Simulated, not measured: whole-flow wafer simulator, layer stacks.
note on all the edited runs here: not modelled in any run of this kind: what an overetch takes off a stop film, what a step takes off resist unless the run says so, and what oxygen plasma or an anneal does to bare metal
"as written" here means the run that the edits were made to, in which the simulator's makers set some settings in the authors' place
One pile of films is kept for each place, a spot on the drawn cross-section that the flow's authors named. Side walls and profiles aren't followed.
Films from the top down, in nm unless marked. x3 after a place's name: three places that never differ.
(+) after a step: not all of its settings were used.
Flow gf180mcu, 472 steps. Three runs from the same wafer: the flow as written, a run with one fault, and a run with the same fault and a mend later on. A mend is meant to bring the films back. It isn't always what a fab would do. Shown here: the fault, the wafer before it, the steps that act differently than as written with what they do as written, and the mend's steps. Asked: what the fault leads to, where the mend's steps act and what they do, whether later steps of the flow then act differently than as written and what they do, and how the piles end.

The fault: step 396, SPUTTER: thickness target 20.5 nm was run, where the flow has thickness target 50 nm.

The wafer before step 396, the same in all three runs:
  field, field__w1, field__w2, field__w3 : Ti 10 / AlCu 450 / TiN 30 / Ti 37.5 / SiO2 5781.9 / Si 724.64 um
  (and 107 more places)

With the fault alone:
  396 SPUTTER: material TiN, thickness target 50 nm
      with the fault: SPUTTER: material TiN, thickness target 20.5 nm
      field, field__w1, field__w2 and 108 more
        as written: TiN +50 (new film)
        with the fault: TiN +20.5 (new film)
  Later steps of the flow that act differently than as written (1 more step differs only slightly, by at most 2% or 0.5 nm, whichever is larger, and isn't shown):
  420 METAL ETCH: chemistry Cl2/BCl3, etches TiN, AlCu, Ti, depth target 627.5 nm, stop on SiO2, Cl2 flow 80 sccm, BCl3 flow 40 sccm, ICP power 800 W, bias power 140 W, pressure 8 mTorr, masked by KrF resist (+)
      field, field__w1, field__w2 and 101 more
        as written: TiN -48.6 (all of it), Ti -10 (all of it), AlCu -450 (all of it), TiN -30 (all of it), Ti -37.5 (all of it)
        with the fault: TiN -19.1 (all of it), Ti -10 (all of it), AlCu -450 (all of it), TiN -30 (all of it), Ti -37.5 (all of it)
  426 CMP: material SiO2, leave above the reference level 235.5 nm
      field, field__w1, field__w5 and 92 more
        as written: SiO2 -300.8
        with the fault: SiO2 -330.3
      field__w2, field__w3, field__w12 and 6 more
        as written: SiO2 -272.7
        with the fault: SiO2 -303.5
  At the end the piles differ from the flow's by more than 2% or 0.5 nm, whichever is larger, at field__w4, field__w8, contact, m1, m1__w1, mim, mim_1p0, m1_nw.
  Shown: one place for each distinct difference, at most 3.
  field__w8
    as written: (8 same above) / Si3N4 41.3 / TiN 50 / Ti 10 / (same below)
    with the fault: (8 same above) / Si3N4 41.3 / TiN 20.5 / Ti 10 / (same below)
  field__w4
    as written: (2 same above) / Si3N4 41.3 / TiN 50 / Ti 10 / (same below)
    with the fault: (2 same above) / Si3N4 41.3 / TiN 20.5 / Ti 10 / (same below)
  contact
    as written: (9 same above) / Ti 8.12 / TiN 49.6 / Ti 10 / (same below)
    with the fault: (9 same above) / Ti 8.12 / TiN 20.1 / Ti 10 / (same below)

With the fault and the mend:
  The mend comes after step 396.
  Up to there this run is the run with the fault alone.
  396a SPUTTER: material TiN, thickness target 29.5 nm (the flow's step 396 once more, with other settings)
      field, field__w1, field__w2 and 108 more
        TiN +29.5
  No later step of the flow acts differently than as written at any place that is followed.
  At the end the piles are the same as the flow's at every place that both follow.
